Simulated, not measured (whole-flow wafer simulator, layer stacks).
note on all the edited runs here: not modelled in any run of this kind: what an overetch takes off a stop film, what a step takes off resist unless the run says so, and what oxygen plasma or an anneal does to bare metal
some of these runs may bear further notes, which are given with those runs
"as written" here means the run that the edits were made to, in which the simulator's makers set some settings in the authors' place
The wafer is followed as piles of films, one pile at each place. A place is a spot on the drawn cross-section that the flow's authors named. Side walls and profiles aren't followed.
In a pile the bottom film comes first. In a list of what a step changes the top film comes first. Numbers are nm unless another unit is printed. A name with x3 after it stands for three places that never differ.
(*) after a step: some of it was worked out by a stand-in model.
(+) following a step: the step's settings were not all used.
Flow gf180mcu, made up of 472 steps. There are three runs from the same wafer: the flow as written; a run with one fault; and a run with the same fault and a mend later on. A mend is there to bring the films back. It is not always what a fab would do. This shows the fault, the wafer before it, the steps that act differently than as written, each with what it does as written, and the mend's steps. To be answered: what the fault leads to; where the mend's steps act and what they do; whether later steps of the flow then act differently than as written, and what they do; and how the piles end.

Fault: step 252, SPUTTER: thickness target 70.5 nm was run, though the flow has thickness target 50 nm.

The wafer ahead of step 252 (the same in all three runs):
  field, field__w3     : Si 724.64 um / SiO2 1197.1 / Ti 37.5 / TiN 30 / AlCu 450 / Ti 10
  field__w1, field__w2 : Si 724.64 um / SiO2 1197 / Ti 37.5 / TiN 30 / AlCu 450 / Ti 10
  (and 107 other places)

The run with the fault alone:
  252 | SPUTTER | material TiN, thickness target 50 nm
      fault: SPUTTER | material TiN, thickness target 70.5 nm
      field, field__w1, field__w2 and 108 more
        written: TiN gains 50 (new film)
        fault: TiN gains 70.5 (new film)
  Later steps of the flow acting differently than as written (3 more steps, not shown, differ only slightly: by at most 2% or 0.5 nm, whichever is larger):
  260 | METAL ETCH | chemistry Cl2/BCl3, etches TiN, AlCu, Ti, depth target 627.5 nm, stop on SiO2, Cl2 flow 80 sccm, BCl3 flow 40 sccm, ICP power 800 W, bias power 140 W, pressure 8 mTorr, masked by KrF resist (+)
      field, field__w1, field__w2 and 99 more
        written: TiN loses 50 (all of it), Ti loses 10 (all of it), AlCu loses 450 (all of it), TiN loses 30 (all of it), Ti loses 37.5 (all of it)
        fault: TiN loses 70.5 (all of it), Ti loses 10 (all of it), AlCu loses 450 (all of it), TiN loses 30 (all of it), Ti loses 37.5 (all of it)
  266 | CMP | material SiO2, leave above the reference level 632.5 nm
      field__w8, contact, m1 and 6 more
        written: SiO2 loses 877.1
        fault: SiO2 loses 897.6
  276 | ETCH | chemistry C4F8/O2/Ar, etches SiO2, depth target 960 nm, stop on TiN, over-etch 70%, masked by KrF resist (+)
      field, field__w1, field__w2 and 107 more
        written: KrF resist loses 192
        fault: KrF resist loses 187.7
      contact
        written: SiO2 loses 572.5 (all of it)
        fault: SiO2 loses 552 (all of it)
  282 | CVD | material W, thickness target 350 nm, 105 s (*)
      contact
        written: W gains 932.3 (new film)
        fault: W gains 911.6 (new film)
  At field__w8, contact, m1 and 6 more, the piles at the end differ from the flow's by more than 2% or 0.5 nm, whichever is larger.
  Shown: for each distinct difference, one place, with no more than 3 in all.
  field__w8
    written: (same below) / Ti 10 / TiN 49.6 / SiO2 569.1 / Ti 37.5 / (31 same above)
    fault: (same below) / Ti 10 / TiN 70.1 / SiO2 548.6 / Ti 37.5 / (31 same above)
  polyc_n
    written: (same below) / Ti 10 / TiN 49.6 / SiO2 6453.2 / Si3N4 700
    fault: (same below) / Ti 10 / TiN 70.1 / SiO2 6432.7 / Si3N4 700
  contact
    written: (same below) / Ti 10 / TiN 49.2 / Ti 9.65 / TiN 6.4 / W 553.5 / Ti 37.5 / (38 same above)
    fault: (same below) / Ti 10 / TiN 69.7 / Ti 9.77 / TiN 6.48 / W 532.8 / Ti 37.5 / (38 same above)

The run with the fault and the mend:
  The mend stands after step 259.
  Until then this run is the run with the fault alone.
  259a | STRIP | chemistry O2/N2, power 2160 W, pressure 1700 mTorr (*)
      field__w8, contact, m1 and 6 more
        KrF resist loses 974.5 (all of it)
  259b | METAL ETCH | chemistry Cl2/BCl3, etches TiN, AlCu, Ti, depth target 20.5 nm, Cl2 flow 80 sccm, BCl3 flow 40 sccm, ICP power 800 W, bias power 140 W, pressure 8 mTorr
      field, field__w1, field__w2 and 108 more
        TiN loses 20.5
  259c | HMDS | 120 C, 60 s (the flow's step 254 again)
      alters no film at any place that is followed
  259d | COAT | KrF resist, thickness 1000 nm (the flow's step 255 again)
      field, field__w1, field__w2 and 108 more
        KrF resist gains 1000 (new film)
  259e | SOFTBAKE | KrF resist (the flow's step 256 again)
      alters no film at any place that is followed
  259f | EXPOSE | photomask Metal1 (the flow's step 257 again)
      alters no film at any place that is followed
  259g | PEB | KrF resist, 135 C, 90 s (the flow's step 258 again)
      field, field__w1, field__w2 and 108 more
        KrF resist loses 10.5
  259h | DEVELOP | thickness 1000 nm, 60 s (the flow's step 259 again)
      field, field__w1, field__w2 and 99 more
        KrF resist loses 989.5 (all of it)
      field__w8, contact, m1 and 6 more
        KrF resist loses 14.9
  Later steps of the flow that are run all act as written at every place that is followed.
  The piles end the same as the flow's at every place that both follow.
